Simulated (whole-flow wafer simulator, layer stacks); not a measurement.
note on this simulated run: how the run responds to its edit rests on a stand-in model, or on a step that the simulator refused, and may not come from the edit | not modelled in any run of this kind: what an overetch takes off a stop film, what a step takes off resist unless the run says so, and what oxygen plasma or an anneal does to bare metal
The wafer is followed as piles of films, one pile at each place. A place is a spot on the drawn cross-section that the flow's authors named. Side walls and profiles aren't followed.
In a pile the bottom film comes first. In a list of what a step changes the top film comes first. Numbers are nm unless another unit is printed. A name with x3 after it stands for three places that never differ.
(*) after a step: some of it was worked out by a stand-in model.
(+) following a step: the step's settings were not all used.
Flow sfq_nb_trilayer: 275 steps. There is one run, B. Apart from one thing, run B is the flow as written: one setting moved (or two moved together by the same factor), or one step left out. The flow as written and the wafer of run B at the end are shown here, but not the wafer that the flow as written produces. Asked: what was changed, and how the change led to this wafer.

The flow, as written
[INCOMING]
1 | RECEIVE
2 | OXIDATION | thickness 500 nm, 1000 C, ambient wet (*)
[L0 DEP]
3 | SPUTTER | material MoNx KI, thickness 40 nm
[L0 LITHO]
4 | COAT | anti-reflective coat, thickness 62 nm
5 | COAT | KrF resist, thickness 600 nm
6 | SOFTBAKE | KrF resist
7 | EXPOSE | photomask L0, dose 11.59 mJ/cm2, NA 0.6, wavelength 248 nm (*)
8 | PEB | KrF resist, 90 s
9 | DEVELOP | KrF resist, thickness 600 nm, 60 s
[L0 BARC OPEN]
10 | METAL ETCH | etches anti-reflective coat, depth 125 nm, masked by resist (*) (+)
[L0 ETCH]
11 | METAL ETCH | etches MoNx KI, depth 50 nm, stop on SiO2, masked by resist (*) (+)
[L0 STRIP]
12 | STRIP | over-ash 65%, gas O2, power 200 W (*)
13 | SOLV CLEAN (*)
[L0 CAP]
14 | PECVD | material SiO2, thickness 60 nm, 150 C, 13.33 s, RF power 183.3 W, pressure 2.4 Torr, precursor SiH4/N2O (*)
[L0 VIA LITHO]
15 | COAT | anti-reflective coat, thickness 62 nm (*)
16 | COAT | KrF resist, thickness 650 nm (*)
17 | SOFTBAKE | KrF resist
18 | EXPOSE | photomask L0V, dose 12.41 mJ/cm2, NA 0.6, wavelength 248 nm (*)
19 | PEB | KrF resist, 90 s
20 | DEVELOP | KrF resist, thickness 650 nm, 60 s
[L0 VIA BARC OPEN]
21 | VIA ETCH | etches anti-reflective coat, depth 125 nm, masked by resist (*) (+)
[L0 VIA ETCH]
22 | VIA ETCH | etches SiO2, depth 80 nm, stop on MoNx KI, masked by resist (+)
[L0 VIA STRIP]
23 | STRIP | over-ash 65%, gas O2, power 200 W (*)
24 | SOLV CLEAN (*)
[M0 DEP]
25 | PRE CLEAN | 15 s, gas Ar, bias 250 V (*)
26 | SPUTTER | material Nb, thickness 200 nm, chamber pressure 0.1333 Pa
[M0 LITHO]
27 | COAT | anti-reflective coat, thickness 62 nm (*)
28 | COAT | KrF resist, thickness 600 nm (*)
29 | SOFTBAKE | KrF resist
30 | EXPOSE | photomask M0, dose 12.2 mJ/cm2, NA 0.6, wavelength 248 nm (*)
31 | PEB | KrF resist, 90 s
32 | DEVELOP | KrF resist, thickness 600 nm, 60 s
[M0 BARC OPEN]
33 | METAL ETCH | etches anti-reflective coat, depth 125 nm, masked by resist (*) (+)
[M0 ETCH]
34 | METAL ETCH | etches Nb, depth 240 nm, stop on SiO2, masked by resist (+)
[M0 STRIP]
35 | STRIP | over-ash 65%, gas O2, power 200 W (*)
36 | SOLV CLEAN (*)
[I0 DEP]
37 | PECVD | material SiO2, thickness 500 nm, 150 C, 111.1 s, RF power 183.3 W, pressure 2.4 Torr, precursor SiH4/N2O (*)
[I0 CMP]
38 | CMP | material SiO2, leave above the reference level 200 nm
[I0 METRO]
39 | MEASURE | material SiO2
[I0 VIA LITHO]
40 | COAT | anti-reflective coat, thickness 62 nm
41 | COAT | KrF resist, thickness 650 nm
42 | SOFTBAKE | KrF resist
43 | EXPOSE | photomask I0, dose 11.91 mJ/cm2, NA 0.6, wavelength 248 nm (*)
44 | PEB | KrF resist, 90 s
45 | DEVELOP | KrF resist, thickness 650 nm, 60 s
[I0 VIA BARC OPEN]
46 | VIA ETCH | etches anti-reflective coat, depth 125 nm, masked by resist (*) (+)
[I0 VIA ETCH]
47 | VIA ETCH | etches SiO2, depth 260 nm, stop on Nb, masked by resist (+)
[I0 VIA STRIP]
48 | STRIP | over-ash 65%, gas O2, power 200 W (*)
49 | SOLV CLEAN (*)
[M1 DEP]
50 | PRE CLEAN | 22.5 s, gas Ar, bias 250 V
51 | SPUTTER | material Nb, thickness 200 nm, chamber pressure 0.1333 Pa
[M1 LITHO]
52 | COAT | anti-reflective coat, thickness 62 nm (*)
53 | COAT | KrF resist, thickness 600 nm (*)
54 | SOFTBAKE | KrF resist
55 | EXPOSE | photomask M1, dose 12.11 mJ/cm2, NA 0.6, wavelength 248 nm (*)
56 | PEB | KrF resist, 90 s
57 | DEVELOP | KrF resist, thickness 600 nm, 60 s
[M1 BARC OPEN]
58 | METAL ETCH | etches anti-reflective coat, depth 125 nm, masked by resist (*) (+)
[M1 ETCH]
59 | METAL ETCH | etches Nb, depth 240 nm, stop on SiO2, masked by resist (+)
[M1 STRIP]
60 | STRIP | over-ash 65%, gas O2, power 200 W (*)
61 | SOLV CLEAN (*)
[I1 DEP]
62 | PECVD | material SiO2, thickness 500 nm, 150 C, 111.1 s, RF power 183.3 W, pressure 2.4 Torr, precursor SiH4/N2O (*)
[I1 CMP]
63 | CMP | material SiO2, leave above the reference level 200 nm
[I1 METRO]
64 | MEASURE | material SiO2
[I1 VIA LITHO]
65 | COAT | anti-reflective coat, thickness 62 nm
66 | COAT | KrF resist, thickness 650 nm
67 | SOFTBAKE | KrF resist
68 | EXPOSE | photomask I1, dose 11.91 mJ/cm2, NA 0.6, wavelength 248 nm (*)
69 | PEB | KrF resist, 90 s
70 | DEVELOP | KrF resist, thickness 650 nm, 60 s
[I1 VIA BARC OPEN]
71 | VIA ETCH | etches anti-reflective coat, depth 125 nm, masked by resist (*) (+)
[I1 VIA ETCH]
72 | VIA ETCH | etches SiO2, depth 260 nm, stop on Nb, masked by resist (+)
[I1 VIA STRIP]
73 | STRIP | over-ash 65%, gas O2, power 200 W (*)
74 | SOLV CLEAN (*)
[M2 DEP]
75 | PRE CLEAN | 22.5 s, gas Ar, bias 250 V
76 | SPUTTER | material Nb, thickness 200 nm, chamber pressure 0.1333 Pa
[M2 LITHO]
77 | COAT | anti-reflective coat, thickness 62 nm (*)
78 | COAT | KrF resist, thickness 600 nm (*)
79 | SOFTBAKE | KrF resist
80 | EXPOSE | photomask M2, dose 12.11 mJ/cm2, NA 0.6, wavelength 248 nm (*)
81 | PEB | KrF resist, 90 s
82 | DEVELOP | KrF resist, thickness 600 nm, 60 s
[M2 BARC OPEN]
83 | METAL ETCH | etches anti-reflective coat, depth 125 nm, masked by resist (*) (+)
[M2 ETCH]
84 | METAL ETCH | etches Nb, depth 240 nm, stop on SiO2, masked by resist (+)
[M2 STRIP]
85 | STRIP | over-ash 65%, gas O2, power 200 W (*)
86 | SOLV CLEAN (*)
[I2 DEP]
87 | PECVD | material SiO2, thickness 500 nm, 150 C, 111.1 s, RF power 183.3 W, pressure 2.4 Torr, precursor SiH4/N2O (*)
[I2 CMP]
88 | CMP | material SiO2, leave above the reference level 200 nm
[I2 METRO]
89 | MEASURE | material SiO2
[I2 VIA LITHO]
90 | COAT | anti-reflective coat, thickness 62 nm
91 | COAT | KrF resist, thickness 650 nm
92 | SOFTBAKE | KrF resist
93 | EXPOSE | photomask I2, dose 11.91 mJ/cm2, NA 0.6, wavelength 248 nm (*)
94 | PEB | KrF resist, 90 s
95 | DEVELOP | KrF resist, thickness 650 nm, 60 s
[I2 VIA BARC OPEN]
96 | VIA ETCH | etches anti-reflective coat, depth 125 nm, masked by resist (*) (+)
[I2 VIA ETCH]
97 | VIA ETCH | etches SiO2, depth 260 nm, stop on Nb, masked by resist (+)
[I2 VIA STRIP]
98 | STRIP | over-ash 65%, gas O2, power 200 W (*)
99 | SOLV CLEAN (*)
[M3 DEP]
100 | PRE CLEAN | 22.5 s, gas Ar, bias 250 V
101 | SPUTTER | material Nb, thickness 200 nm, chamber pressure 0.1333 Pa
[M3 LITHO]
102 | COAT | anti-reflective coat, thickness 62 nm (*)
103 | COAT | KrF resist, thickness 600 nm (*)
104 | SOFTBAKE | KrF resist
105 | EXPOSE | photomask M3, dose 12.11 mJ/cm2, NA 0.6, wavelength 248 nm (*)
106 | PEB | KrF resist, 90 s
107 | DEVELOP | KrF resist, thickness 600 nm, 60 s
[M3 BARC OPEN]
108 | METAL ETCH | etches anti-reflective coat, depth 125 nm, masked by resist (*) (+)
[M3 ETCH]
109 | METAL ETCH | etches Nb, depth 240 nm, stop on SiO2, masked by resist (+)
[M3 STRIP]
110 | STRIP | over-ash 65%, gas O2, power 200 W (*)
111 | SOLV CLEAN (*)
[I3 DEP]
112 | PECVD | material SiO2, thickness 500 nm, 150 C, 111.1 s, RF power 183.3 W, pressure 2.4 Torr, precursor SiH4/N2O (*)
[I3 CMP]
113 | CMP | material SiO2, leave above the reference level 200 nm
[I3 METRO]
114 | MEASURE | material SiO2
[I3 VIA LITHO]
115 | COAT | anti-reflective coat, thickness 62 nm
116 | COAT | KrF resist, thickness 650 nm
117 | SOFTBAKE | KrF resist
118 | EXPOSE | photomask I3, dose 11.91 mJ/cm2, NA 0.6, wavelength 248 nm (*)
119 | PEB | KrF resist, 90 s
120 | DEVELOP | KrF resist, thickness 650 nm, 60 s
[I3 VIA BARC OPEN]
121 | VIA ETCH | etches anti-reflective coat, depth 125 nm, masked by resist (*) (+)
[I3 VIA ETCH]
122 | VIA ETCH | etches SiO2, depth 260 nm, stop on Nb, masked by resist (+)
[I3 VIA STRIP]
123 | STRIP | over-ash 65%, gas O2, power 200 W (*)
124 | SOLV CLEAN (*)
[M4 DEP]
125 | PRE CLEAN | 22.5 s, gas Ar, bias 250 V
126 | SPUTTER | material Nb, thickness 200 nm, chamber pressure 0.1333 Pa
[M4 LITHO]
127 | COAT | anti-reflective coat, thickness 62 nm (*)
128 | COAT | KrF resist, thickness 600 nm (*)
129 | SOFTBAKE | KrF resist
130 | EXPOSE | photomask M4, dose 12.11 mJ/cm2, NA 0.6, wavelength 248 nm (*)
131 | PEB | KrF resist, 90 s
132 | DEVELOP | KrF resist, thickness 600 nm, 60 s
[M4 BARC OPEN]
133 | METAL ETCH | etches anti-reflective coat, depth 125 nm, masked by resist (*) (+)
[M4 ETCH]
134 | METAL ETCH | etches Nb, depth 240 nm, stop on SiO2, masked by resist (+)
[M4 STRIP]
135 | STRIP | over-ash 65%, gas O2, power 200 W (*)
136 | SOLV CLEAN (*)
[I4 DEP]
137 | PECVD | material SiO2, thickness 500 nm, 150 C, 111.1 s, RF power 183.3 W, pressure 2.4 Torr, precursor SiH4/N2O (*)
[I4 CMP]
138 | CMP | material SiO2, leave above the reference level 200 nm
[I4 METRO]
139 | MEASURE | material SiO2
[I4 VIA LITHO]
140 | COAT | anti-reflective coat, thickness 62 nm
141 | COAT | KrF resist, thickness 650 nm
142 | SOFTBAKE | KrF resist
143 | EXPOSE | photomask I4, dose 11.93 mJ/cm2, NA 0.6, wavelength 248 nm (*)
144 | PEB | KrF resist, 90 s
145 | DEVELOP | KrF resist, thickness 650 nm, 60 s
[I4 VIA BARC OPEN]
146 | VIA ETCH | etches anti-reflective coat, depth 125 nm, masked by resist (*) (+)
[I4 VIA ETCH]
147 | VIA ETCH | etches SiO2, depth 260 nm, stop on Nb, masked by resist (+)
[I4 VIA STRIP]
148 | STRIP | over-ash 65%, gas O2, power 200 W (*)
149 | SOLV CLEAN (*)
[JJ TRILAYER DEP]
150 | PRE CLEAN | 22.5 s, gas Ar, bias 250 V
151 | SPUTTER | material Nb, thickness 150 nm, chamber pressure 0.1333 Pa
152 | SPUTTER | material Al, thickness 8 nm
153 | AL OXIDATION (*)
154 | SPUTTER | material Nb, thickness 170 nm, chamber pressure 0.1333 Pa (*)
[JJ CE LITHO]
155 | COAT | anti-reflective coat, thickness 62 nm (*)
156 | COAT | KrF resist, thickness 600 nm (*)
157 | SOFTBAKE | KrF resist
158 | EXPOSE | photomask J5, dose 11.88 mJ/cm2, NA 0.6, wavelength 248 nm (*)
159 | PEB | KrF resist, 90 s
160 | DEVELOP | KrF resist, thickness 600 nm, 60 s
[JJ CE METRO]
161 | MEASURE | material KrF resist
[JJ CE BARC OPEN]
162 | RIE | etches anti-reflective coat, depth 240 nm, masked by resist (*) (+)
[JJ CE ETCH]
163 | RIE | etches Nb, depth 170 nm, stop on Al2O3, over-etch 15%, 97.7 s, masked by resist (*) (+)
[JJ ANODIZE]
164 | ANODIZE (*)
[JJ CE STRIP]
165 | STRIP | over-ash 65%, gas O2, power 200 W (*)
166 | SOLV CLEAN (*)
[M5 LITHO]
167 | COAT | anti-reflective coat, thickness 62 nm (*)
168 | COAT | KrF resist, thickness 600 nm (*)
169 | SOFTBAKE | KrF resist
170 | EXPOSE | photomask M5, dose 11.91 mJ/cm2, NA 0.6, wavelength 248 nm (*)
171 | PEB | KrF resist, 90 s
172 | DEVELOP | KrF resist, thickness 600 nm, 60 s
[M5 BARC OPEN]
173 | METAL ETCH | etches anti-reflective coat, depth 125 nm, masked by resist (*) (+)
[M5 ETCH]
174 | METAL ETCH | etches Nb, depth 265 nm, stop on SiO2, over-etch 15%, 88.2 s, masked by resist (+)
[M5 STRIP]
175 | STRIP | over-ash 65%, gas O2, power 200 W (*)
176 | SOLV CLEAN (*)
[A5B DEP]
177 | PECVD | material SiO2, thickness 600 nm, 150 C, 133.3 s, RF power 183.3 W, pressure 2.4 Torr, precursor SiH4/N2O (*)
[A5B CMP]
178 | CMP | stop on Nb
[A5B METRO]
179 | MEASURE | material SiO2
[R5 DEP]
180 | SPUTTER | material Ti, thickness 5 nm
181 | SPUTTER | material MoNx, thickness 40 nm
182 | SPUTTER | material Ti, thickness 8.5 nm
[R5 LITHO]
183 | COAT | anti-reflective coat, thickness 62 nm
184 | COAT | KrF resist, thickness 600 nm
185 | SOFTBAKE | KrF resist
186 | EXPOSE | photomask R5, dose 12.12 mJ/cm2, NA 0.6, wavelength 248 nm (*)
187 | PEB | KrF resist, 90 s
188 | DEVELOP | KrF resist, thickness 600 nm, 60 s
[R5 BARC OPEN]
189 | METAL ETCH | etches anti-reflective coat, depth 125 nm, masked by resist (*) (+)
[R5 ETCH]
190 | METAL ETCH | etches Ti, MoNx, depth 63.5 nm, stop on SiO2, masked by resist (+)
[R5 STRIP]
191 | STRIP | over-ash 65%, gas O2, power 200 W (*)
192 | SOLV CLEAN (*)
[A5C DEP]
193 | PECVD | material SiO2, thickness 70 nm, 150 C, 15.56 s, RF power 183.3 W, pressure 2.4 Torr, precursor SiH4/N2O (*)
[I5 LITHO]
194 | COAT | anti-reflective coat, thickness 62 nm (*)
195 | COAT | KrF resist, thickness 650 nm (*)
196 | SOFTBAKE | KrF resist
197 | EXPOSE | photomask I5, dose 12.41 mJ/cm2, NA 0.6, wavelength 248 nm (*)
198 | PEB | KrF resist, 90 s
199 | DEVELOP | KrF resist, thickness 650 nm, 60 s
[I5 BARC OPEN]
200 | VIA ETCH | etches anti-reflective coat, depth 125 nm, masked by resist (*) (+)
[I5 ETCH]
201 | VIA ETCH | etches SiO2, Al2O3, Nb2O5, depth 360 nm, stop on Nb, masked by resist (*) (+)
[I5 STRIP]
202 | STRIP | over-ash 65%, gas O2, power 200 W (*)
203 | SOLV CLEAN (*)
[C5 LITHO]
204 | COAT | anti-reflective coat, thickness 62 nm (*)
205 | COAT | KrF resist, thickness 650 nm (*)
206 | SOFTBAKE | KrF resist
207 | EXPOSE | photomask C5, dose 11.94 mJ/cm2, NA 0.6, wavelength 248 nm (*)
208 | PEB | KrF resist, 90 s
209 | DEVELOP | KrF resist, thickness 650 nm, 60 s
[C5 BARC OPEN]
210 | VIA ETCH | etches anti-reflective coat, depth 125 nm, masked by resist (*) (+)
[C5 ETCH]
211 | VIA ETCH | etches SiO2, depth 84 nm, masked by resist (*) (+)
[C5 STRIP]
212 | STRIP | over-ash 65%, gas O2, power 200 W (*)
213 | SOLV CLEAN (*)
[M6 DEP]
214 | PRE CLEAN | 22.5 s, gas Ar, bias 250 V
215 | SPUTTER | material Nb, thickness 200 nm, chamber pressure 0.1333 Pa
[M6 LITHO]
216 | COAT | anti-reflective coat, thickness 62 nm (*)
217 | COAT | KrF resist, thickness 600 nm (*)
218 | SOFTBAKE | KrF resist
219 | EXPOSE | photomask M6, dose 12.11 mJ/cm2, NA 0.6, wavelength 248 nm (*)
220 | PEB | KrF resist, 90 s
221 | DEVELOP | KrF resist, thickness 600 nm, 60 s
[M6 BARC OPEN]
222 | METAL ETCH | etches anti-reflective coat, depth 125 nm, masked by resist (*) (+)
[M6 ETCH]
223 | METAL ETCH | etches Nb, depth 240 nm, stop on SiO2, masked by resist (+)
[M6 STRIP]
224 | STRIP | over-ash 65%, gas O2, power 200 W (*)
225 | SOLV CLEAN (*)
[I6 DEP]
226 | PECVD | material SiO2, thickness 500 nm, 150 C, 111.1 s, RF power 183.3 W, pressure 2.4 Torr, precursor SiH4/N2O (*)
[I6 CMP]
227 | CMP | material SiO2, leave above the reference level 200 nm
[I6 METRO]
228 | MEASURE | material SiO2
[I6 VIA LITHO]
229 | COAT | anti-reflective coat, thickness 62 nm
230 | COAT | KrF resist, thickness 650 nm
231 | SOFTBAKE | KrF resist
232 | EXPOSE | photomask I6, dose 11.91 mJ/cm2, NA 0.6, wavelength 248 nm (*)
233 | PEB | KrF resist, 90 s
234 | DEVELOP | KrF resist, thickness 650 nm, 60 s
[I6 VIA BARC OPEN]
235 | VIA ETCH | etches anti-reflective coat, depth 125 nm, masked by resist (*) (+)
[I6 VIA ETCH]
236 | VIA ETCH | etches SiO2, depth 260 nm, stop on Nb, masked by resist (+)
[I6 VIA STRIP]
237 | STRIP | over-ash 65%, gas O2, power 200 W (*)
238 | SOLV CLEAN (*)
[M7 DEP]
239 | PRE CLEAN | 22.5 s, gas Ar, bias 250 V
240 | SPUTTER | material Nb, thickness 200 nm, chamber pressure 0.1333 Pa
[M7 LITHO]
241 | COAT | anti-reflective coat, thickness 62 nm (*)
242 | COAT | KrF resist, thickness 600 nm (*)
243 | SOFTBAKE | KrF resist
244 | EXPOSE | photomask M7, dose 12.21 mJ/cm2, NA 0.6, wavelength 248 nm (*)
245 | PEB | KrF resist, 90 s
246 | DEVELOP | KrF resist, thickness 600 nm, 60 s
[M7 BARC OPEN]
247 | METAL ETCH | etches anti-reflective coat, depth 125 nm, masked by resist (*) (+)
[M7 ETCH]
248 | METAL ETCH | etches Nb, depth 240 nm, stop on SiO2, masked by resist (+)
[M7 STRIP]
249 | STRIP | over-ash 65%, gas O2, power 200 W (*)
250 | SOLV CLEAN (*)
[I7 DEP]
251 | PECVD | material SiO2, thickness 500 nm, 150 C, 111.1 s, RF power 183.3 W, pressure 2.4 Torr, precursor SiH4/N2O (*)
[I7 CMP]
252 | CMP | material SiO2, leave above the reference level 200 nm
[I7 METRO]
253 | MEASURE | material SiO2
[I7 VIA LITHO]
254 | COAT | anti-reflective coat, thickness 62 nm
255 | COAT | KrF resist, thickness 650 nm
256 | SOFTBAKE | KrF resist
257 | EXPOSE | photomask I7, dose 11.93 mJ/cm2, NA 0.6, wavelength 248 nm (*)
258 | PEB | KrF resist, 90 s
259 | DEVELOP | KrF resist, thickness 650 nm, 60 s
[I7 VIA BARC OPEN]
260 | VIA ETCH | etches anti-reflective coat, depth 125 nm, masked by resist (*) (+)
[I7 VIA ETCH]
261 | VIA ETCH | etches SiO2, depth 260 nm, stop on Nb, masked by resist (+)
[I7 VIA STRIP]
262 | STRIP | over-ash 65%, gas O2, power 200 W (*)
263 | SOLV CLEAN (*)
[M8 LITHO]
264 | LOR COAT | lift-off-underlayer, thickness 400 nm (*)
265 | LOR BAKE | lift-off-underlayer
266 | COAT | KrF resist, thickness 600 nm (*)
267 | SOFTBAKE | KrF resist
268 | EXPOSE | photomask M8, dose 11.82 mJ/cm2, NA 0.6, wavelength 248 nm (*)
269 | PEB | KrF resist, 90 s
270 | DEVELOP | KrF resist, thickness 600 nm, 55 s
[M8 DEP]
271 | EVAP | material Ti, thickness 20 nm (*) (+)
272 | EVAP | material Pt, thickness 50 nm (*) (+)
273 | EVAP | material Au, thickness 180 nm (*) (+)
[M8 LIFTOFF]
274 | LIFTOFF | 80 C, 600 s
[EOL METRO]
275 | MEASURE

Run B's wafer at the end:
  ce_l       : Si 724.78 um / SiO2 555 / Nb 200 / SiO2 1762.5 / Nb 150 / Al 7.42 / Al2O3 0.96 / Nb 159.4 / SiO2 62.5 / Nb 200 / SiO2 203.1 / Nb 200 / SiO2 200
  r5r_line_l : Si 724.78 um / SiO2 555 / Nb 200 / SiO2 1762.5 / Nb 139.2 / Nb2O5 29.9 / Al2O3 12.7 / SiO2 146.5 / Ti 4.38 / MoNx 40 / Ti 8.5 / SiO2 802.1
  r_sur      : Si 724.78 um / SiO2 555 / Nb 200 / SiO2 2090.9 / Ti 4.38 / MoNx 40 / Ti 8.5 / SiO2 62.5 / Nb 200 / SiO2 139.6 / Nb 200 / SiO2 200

What caused this: step 180, SPUTTER: thickness 4.38 nm was run, while the flow as written has thickness 5 nm.
One can read it off the wafer: r5r_line_l has Ti 4.38, and step 180 as written asks for 5 nm.

How this came from the change, step by step:
  180 | SPUTTER | material Ti, thickness 5 nm
      field_l, v_sur, via_wl and 103 more: +4.38 Ti (new film) (it would be, as written: +5 Ti (new film))
  190 | METAL ETCH | etches Ti, MoNx, depth 63.5 nm, stop on SiO2, masked by resist (+)
      field_l, v_sur, via_wl and 92 more: -8.5 Ti (all of it), -40 MoNx (all of it), -4.38 Ti (all of it) (it would be, as written: -8.5 Ti (all of it), -40 MoNx (all of it), -5 Ti (all of it))
      ce_l, c5j, ce_r, wl_jj: -8.5 Ti (all of it), -40 MoNx (all of it), -4.38 Ti (all of it), -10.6 Nb (it would be, as written: -8.5 Ti (all of it), -40 MoNx (all of it), -5 Ti (all of it), -10 Nb)
